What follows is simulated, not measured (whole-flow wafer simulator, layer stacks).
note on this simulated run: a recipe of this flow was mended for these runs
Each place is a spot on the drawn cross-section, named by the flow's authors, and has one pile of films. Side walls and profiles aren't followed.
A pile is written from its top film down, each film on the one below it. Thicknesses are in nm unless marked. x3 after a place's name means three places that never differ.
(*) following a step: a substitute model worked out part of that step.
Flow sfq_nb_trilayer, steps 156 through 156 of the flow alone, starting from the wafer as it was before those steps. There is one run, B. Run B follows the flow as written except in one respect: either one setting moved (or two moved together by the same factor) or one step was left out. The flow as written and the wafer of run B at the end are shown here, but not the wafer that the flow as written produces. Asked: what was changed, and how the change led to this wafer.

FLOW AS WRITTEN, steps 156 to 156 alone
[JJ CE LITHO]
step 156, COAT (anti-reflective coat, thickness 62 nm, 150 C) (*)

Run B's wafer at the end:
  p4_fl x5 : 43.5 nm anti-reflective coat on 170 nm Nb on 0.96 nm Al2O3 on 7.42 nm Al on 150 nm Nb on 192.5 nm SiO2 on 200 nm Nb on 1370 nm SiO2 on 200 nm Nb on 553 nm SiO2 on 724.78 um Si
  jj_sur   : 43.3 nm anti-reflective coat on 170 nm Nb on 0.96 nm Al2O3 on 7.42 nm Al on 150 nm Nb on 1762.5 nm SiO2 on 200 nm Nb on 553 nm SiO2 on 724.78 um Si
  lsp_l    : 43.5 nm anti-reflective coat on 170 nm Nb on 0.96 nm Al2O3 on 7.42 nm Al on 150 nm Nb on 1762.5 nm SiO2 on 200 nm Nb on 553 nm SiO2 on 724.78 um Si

What caused this: step 156, COAT: thickness 43.5 nm was run, though the flow has thickness 62 nm.
One can read it off the wafer: p4_fl x5 has anti-reflective coat 43.5, and step 156 as written asks for 62 nm.

The path from the change to this, step by step:
  step 156, COAT (anti-reflective coat, thickness 62 nm, 150 C) (*)
      p4_fl x5, p4_w1 x9, p3_s0 x42, wl_j_sl x15, wl_d_m1, l0r_line_l x3, m0r_space_l x2: anti-reflective coat gains 43.5 (new film) (it would be, as written: anti-reflective coat gains 62 (new film))
      jj_sur, ce_l, c5j, ce_r, sp_r: anti-reflective coat gains 43.3 (new film) (it would be, as written: anti-reflective coat gains 62.2 (new film))
      (and at 24 other places as well)
